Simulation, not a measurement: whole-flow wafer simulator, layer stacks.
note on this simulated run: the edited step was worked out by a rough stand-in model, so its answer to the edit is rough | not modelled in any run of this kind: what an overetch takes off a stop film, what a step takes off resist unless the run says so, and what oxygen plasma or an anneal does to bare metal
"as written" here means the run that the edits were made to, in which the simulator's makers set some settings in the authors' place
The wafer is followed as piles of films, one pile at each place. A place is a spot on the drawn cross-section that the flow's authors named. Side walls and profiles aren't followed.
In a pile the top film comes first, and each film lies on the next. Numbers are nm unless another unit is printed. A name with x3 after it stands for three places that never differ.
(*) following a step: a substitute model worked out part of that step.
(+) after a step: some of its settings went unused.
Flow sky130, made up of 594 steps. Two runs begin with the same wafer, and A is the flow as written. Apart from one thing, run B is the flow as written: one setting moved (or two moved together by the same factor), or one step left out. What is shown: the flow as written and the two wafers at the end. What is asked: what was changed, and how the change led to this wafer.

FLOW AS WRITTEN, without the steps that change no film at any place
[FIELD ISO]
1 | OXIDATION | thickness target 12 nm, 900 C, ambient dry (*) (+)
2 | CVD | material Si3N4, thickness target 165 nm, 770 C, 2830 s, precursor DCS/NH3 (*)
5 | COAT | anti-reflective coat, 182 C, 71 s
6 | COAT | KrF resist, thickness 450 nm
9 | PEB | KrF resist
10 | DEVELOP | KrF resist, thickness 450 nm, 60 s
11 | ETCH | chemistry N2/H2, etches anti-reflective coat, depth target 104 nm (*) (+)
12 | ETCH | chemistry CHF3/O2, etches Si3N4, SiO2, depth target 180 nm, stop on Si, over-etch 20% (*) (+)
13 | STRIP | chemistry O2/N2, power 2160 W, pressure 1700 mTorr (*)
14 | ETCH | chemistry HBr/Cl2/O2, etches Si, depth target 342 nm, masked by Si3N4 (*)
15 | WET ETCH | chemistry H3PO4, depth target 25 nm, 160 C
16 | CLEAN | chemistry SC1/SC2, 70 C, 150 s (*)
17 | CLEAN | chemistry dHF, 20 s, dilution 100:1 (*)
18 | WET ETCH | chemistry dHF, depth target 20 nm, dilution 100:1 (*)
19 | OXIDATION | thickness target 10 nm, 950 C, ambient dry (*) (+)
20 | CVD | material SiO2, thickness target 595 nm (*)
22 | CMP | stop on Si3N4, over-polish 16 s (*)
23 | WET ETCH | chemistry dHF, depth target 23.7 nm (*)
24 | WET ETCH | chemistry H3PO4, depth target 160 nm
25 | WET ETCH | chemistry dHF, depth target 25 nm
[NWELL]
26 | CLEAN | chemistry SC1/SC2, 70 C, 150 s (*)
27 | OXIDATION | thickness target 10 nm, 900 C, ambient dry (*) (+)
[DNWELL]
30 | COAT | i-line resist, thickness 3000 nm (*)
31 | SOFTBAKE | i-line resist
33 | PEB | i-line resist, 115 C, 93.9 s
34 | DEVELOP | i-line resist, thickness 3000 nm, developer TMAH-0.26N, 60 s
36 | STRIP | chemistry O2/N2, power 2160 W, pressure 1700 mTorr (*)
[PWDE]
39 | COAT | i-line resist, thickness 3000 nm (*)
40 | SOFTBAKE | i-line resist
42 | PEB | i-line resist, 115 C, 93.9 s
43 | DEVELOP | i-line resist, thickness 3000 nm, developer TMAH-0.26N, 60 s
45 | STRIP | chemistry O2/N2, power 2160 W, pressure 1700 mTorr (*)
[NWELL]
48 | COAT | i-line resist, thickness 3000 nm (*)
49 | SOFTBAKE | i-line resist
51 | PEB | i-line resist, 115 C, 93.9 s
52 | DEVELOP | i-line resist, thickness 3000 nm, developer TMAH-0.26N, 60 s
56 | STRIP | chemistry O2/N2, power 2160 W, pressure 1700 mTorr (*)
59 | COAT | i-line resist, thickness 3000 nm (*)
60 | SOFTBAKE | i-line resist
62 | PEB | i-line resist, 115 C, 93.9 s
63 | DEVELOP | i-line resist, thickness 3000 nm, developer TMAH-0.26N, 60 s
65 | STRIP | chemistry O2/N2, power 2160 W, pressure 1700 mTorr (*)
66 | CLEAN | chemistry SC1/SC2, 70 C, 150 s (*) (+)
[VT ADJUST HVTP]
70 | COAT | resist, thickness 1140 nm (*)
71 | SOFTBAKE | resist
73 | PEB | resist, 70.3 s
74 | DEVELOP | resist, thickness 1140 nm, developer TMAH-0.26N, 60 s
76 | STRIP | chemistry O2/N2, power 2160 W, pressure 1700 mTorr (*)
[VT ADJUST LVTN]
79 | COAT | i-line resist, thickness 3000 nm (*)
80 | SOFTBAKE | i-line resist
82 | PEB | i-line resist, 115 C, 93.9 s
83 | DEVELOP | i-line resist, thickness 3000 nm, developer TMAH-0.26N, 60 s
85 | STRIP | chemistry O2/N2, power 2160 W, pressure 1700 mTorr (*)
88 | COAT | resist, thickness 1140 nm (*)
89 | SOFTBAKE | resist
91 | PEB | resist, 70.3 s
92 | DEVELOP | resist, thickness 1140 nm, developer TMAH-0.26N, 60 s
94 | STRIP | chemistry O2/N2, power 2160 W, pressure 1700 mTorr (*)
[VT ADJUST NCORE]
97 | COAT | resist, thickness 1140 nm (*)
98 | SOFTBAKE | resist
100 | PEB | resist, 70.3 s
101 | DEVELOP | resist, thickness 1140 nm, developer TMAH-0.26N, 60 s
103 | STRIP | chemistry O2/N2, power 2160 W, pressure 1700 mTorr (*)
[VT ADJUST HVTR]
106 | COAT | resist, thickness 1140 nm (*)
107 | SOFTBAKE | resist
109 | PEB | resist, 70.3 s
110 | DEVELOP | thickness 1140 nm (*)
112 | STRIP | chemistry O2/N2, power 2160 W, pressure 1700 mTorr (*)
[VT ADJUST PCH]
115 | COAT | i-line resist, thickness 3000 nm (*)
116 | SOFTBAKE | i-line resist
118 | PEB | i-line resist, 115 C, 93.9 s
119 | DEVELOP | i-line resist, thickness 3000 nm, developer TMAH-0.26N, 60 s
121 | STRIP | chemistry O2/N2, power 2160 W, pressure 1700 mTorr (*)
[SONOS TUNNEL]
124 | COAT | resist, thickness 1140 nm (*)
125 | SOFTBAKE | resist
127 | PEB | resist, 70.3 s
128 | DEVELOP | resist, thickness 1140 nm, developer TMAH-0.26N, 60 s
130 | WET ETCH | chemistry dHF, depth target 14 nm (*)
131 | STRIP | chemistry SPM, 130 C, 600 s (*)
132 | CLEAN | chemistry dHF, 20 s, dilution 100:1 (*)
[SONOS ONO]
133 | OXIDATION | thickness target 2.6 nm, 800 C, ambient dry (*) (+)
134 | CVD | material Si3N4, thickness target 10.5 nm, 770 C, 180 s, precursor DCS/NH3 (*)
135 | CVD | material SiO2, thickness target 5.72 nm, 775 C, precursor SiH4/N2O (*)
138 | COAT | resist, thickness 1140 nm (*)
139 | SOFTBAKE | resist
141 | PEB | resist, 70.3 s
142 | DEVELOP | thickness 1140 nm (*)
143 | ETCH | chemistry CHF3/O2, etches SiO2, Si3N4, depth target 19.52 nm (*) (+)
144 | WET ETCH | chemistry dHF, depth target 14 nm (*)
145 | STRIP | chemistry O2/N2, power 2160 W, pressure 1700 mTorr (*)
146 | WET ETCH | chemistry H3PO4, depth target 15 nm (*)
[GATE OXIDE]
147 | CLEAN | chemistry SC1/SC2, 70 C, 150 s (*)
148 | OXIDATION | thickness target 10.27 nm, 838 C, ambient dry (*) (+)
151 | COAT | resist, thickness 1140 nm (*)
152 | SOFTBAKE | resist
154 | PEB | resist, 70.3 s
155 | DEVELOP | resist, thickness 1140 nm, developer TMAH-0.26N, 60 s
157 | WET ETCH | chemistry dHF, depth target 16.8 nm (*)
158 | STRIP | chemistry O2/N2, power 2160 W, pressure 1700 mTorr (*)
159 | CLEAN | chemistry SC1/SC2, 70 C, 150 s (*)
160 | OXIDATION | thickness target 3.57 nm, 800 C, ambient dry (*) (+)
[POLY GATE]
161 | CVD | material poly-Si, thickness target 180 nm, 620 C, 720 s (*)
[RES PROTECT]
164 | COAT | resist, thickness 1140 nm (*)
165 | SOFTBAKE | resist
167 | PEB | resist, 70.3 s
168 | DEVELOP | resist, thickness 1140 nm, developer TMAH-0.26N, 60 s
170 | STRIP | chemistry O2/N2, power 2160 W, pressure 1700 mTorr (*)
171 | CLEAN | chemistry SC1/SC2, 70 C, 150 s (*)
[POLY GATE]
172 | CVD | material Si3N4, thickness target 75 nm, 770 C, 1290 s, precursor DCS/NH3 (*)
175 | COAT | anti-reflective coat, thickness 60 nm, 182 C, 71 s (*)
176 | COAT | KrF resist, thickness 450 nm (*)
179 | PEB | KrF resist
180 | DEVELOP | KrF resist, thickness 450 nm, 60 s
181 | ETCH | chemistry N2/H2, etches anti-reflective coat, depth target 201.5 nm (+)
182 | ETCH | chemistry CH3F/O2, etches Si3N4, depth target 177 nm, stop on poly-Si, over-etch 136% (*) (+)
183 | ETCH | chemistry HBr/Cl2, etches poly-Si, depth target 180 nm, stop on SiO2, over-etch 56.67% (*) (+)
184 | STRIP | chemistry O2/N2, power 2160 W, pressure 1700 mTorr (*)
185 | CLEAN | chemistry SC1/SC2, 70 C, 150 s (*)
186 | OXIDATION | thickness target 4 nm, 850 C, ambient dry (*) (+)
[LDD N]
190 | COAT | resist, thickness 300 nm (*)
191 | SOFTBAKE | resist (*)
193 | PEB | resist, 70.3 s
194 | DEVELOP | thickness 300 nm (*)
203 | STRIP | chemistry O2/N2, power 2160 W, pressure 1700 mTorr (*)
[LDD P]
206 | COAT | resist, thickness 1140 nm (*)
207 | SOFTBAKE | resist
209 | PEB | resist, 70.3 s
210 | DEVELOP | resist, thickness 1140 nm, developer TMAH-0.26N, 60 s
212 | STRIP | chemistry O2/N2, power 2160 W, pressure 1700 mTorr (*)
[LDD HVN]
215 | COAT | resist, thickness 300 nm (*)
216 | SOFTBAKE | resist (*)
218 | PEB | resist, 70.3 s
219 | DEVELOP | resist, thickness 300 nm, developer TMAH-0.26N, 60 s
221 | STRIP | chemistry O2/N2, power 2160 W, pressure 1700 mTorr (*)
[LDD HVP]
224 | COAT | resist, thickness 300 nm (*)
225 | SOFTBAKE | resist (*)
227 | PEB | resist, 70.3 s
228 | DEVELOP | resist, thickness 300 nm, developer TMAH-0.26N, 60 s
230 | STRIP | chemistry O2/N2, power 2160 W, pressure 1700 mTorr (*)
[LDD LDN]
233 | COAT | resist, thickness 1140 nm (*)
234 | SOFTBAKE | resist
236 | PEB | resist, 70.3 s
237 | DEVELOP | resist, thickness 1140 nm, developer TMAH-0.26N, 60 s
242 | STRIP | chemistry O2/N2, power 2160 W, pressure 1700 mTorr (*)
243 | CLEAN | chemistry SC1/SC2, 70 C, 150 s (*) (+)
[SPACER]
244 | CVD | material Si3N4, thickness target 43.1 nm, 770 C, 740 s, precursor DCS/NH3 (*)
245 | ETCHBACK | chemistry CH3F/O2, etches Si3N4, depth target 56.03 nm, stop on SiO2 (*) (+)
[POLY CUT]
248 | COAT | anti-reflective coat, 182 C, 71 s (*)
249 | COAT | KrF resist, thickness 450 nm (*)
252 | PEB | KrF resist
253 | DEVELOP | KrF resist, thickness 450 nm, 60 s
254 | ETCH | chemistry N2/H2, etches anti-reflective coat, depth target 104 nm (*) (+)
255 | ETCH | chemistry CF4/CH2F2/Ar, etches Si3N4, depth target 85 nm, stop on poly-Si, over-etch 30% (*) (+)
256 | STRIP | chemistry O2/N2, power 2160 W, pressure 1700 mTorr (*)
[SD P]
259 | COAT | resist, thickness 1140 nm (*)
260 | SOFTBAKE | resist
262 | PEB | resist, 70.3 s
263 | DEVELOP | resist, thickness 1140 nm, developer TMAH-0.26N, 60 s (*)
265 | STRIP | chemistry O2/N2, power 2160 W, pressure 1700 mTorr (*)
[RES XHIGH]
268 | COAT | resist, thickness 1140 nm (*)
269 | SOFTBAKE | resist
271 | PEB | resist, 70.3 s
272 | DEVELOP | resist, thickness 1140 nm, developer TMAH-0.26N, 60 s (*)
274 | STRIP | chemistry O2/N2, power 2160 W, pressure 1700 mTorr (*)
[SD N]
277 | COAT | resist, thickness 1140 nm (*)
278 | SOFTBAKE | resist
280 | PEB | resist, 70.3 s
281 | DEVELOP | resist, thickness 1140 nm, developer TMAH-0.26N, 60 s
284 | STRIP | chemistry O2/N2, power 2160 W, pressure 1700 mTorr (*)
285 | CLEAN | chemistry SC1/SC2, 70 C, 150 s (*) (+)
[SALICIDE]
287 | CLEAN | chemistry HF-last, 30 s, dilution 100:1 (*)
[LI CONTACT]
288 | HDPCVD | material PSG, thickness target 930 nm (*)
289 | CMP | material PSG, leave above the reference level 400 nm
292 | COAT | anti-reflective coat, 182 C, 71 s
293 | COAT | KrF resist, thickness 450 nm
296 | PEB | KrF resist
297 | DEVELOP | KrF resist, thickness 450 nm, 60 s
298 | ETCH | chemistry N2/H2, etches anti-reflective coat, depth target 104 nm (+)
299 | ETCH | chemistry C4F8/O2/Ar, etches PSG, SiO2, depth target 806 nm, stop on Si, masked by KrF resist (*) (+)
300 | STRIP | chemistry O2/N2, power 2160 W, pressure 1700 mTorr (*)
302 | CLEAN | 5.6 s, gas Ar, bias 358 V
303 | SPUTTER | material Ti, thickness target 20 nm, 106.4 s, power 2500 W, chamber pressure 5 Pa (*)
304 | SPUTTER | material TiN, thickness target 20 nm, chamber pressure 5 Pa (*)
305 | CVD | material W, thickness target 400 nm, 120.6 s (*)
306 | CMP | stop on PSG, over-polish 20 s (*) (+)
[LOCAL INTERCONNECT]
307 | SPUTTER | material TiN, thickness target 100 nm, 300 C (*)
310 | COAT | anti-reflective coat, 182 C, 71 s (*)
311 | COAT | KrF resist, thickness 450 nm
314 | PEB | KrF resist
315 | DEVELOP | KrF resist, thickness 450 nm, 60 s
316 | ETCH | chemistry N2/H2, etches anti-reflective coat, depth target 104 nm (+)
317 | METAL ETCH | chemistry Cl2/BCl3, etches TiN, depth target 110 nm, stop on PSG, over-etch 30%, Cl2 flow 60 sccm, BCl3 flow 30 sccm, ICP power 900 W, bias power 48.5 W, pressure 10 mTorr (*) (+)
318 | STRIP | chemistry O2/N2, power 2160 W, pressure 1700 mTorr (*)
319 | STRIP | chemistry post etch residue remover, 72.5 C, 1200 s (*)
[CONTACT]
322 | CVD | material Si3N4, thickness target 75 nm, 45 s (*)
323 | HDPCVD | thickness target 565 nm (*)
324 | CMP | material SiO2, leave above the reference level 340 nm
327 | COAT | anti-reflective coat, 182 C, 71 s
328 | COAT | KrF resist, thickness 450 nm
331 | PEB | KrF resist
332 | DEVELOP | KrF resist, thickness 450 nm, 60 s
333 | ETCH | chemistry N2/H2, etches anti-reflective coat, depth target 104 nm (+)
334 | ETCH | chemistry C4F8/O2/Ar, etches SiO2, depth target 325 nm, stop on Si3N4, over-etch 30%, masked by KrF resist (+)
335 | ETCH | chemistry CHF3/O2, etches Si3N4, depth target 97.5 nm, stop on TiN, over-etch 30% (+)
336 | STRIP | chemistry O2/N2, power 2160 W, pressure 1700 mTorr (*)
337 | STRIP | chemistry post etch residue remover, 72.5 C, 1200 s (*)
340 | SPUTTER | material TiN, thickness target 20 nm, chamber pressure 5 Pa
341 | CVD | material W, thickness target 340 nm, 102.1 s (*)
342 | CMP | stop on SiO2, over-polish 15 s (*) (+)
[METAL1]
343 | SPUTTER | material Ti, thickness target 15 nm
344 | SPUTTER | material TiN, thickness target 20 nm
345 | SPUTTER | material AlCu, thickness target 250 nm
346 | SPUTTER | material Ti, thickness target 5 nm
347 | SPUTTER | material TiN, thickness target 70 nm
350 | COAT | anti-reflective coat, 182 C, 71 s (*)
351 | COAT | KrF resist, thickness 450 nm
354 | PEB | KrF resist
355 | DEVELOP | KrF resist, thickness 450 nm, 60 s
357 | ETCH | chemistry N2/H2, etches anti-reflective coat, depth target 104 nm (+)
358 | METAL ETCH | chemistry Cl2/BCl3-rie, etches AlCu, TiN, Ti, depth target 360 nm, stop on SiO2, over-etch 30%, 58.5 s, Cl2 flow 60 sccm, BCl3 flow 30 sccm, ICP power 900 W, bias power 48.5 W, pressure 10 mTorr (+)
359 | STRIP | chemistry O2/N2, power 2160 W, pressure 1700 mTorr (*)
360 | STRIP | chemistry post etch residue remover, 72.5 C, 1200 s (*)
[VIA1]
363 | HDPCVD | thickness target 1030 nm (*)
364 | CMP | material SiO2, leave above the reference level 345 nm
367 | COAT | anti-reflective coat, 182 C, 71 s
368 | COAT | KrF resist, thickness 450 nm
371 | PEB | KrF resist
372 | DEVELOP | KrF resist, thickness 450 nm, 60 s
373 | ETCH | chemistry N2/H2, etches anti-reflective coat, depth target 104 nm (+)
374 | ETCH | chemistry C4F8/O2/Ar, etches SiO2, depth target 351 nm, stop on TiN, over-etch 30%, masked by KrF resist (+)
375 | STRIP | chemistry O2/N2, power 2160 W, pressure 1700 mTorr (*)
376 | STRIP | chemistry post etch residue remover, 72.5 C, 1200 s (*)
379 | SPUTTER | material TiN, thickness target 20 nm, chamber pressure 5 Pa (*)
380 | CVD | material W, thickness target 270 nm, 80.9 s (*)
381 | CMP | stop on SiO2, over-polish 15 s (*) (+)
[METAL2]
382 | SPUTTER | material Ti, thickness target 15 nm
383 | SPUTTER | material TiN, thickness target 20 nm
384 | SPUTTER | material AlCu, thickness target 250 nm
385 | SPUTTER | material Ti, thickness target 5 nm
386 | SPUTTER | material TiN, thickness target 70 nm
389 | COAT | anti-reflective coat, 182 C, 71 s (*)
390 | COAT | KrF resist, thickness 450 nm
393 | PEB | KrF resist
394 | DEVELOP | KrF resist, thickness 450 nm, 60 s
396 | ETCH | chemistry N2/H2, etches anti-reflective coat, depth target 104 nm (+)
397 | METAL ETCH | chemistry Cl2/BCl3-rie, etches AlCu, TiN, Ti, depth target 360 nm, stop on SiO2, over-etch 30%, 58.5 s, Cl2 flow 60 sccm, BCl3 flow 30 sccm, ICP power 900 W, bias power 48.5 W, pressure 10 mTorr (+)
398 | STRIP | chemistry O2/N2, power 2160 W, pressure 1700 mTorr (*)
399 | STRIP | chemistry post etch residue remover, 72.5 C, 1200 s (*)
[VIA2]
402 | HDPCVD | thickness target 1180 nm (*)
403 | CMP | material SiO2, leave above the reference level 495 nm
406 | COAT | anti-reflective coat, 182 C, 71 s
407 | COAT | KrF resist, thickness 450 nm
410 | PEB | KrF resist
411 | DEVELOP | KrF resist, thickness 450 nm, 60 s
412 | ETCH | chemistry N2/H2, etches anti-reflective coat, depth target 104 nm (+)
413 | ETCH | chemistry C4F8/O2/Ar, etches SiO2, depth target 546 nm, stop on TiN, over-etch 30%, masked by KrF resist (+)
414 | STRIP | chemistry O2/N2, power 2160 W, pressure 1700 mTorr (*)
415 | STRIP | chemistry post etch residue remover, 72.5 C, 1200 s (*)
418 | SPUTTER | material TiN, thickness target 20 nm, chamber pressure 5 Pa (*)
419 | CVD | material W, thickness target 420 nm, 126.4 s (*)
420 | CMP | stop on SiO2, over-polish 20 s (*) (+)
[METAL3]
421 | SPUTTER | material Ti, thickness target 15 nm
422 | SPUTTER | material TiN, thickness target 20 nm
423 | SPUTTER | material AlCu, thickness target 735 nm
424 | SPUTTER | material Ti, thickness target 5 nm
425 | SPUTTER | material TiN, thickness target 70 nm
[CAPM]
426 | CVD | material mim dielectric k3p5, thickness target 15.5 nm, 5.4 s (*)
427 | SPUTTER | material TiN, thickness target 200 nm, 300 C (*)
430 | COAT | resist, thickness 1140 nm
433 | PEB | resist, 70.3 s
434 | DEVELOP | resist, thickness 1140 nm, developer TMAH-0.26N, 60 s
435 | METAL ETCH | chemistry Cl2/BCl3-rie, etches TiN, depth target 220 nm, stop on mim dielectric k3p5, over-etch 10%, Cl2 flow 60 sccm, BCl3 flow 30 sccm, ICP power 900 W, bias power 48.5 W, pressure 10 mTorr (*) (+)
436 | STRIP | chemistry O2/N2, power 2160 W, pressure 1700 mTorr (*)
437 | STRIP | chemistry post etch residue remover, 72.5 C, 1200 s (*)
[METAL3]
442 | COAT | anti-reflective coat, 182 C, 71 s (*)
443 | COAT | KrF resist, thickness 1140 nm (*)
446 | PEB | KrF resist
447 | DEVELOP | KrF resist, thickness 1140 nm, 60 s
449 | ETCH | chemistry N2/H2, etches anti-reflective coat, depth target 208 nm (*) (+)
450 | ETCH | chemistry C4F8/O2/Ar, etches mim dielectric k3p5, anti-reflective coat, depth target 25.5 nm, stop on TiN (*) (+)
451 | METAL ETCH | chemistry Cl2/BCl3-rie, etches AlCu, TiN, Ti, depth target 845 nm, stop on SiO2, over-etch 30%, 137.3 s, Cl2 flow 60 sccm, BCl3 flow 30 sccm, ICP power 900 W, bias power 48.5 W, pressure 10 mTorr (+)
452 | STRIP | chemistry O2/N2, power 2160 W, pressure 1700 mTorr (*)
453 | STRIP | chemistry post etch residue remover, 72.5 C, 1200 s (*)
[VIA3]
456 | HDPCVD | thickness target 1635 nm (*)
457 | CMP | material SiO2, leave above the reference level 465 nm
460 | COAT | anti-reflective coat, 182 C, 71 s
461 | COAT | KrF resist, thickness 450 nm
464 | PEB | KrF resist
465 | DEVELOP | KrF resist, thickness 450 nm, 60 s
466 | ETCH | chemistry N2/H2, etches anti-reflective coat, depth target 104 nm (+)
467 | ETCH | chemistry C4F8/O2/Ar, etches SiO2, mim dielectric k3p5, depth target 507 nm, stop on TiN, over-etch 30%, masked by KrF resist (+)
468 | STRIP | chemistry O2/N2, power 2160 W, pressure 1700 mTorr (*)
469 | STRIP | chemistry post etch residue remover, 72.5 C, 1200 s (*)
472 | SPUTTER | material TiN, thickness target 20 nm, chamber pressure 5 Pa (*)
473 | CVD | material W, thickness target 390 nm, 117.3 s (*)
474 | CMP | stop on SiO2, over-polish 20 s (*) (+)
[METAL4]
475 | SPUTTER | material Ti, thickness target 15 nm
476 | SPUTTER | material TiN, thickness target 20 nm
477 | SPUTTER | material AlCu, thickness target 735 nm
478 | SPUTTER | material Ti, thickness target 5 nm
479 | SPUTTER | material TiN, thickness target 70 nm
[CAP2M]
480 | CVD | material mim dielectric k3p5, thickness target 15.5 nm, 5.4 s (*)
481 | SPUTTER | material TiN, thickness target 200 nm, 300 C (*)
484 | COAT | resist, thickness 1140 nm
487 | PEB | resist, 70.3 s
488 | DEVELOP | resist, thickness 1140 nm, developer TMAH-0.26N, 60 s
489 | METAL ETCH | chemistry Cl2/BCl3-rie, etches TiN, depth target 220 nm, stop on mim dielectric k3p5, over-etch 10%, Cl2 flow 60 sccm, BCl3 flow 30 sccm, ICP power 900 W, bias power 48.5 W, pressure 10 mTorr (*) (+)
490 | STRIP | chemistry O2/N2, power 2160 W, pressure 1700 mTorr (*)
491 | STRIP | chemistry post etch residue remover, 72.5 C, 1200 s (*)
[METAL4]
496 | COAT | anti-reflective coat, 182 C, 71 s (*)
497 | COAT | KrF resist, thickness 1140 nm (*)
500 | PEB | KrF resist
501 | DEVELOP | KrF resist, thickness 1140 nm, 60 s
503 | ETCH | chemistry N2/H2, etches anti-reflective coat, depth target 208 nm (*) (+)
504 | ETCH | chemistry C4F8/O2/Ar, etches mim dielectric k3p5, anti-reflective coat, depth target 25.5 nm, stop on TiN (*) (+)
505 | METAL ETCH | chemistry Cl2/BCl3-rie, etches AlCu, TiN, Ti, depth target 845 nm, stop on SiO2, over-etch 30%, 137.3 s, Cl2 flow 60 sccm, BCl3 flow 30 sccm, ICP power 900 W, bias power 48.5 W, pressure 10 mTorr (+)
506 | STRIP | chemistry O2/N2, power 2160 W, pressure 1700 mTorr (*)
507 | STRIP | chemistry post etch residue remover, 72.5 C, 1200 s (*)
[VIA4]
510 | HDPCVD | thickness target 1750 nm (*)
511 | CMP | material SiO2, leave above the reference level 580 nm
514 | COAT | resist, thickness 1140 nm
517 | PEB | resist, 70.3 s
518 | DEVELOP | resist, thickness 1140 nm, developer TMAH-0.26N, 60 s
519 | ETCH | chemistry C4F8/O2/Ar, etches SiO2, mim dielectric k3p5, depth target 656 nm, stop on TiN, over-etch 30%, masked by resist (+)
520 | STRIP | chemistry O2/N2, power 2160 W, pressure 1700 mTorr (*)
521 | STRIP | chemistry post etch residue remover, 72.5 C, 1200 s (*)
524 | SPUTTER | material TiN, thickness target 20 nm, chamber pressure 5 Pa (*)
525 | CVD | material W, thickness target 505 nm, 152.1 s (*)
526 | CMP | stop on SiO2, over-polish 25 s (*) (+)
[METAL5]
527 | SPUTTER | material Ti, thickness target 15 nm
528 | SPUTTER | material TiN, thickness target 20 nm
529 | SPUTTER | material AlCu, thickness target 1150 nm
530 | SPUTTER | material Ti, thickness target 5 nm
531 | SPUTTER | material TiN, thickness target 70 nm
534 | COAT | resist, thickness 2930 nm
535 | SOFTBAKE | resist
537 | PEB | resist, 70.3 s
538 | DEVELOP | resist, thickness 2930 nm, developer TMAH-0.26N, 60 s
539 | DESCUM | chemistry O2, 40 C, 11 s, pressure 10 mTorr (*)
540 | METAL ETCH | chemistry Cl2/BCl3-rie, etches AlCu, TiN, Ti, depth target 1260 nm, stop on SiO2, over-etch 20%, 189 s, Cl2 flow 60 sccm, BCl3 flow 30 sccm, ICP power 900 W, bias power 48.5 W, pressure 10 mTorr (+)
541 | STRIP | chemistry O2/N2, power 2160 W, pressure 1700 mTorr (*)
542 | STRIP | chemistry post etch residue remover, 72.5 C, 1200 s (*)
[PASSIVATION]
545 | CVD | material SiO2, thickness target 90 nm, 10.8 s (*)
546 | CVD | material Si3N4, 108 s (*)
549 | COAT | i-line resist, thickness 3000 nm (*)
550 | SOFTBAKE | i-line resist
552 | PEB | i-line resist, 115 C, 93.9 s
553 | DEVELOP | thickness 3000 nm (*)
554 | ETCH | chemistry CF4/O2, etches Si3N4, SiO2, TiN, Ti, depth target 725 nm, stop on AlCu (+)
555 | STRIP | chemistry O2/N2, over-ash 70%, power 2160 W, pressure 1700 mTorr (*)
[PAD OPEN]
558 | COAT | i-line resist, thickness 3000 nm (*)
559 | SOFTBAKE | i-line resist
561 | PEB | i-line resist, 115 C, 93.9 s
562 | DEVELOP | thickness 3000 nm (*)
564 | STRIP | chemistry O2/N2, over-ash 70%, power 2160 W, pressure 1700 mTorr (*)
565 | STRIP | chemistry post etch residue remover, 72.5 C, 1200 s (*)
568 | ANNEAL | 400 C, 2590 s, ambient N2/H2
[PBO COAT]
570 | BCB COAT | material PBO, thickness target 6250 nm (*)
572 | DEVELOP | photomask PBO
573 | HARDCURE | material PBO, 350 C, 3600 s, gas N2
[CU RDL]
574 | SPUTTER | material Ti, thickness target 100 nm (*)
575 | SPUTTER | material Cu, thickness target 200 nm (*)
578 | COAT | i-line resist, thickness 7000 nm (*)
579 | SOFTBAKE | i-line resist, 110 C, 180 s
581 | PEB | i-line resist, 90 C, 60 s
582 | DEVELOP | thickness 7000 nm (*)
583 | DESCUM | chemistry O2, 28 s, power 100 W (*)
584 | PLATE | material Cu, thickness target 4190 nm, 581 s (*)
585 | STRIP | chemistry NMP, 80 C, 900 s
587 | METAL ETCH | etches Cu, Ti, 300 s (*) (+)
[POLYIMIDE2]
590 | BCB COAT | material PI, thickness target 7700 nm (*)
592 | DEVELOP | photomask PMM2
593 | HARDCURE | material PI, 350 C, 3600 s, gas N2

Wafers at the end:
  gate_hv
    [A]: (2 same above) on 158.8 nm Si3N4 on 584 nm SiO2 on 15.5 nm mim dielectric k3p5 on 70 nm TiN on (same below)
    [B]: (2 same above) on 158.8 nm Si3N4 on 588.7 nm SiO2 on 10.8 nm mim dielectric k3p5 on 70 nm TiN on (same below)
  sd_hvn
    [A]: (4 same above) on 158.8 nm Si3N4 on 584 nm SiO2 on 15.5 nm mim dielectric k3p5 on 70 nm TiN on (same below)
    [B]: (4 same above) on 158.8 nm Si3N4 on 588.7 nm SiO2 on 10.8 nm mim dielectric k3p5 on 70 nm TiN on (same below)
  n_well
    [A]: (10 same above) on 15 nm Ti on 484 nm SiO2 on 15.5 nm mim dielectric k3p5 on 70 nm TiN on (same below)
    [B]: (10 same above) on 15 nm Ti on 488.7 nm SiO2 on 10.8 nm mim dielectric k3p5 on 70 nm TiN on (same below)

Cause: step 480, CVD: thickness target 10.8 nm was run, though the flow has thickness target 15.5 nm; step 480, CVD: 3.78 s was run, where the flow has 5.4 s.
The wafer lets one read it off: gate_hv has mim dielectric k3p5 10.8, and step 480 as written asks for 15.5 nm.

Step by step, how the change led to this:
  480 | CVD | material mim dielectric k3p5, thickness target 15.5 nm, 5.4 s (*)
      field, active, n_well and 189 more: A mim dielectric k3p5 gains 15.5 (new film) | B mim dielectric k3p5 gains 10.8 (new film)
  504 | ETCH | chemistry C4F8/O2/Ar, etches mim dielectric k3p5, anti-reflective coat, depth target 25.5 nm, stop on TiN (*) (+)
      n_well, p_well, gate_hv and 102 more: A KrF resist loses 15.5 | B KrF resist loses 10.8
      field, active, gate and 85 more: A mim dielectric k3p5 loses 15.5 (all of it) | B mim dielectric k3p5 loses 10.8 (all of it)
  519 | ETCH | chemistry C4F8/O2/Ar, etches SiO2, mim dielectric k3p5, depth target 656 nm, stop on TiN, over-etch 30%, masked by resist (+)
      m1: A SiO2 loses 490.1 (all of it), mim dielectric k3p5 loses 15.5 (all of it) | B SiO2 loses 494.8 (all of it), mim dielectric k3p5 loses 10.8 (all of it)
      via4_hole: A SiO2 loses 489.5 (all of it), mim dielectric k3p5 loses 15.5 (all of it) | B SiO2 loses 494.2 (all of it), mim dielectric k3p5 loses 10.8 (all of it)
